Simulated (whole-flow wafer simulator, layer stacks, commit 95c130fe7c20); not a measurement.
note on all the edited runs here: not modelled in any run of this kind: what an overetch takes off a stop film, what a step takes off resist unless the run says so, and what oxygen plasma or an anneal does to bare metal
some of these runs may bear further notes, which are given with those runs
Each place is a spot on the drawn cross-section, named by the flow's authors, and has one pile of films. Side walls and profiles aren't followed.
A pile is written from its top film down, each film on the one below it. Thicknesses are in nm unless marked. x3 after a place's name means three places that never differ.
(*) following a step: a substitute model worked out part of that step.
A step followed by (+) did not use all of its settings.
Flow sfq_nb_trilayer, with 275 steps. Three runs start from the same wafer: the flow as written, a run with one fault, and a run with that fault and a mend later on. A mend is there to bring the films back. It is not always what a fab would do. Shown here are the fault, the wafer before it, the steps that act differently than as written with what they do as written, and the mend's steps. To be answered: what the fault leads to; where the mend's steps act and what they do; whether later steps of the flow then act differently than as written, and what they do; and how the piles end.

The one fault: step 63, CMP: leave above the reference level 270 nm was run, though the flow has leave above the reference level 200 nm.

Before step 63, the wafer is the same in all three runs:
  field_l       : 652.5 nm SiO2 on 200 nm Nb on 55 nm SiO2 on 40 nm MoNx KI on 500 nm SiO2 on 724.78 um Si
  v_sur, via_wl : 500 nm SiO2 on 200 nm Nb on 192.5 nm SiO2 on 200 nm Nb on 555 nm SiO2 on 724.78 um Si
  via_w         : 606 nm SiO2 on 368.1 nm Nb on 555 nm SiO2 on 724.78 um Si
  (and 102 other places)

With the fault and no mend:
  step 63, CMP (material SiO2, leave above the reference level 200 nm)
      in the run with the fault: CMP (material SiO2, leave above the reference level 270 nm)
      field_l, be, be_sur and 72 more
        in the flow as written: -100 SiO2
        in the run with the fault: -30 SiO2
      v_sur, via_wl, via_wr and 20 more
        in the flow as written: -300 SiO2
        in the run with the fault: -230 SiO2
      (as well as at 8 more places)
  Steps later in the flow that act otherwise than as written (not shown: 4 more steps that differ only slightly, by at most 2% or 0.5 nm, whichever is larger):
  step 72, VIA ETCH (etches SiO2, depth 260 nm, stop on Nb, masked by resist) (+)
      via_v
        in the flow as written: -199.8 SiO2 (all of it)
        in the run with the fault: -260 SiO2
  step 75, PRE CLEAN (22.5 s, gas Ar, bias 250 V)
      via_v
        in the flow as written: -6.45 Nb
        in the run with the fault: -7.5 SiO2
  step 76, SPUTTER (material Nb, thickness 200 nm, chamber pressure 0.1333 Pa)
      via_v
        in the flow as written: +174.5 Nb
        in the run with the fault: +163.1 Nb (new film)
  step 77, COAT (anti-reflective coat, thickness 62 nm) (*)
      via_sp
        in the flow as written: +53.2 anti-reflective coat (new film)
        in the run with the fault: +51.9 anti-reflective coat (new film)
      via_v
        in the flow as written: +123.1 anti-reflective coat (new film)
        in the run with the fault: +136.1 anti-reflective coat (new film)
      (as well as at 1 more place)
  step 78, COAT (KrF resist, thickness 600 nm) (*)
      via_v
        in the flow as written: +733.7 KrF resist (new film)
        in the run with the fault: +783.4 KrF resist (new film)
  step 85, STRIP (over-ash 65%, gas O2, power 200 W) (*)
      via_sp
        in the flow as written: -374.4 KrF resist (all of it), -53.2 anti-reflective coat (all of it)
        in the run with the fault: -370.4 KrF resist (all of it), -51.9 anti-reflective coat (all of it)
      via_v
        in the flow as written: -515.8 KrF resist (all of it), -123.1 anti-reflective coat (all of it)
        in the run with the fault: -565.3 KrF resist (all of it), -136.1 anti-reflective coat (all of it)
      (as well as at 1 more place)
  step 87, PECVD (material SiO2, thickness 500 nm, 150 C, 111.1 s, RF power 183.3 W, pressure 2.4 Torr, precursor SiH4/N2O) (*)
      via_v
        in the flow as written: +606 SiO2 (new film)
        in the run with the fault: +678.7 SiO2 (new film)
  By the end, the piles at field_l, v_sur, via_wl and 103 more depart from the flow's by more than 2% or 0.5 nm, whichever is larger.
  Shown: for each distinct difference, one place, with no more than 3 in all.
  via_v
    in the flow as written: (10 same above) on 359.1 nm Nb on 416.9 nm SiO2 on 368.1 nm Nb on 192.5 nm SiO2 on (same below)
    in the run with the fault: (10 same above) on 359.1 nm Nb on 489.6 nm SiO2 on 163.1 nm Nb on 2.35 nm SiO2 on 200 nm Nb on 192.5 nm SiO2 on (same below)
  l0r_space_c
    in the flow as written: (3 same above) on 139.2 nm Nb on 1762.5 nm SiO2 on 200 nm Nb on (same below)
    in the run with the fault: (3 same above) on 139.2 nm Nb on 1832.5 nm SiO2 on 200 nm Nb on (same below)
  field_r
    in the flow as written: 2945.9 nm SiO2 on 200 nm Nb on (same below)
    in the run with the fault: 3015.9 nm SiO2 on 200 nm Nb on (same below)

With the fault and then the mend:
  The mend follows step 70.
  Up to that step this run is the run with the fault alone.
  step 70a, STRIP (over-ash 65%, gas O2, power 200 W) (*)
      field_l, v_sur, via_wl and 102 more
        -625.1 KrF resist (all of it), -62 anti-reflective coat (all of it)
      via_v
        -62 anti-reflective coat (all of it)
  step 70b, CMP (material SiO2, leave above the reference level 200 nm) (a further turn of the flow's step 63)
      field_l, v_sur, via_wl and 103 more
        -70 SiO2
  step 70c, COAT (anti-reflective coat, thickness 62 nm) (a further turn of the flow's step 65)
      field_l, v_sur, via_wl and 103 more
        +62 anti-reflective coat (new film)
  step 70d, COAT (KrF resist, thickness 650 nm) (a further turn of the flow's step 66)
      field_l, v_sur, via_wl and 103 more
        +650 KrF resist (new film)
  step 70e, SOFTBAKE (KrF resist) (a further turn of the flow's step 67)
      leaves every film unchanged at each place that is followed
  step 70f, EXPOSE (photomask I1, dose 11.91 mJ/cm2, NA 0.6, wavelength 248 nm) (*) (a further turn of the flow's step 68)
      leaves every film unchanged at each place that is followed
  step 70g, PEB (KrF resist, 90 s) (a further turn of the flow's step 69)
      field_l, v_sur, via_wl and 103 more
        -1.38 KrF resist
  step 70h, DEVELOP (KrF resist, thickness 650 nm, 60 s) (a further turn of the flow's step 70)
      field_l, v_sur, via_wl and 102 more
        -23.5 KrF resist
      via_v
        -648.6 KrF resist (all of it)
  None of the later steps of the flow acts differently than as written at any place that is followed.
  The piles end the same as the flow's at every place that both follow.
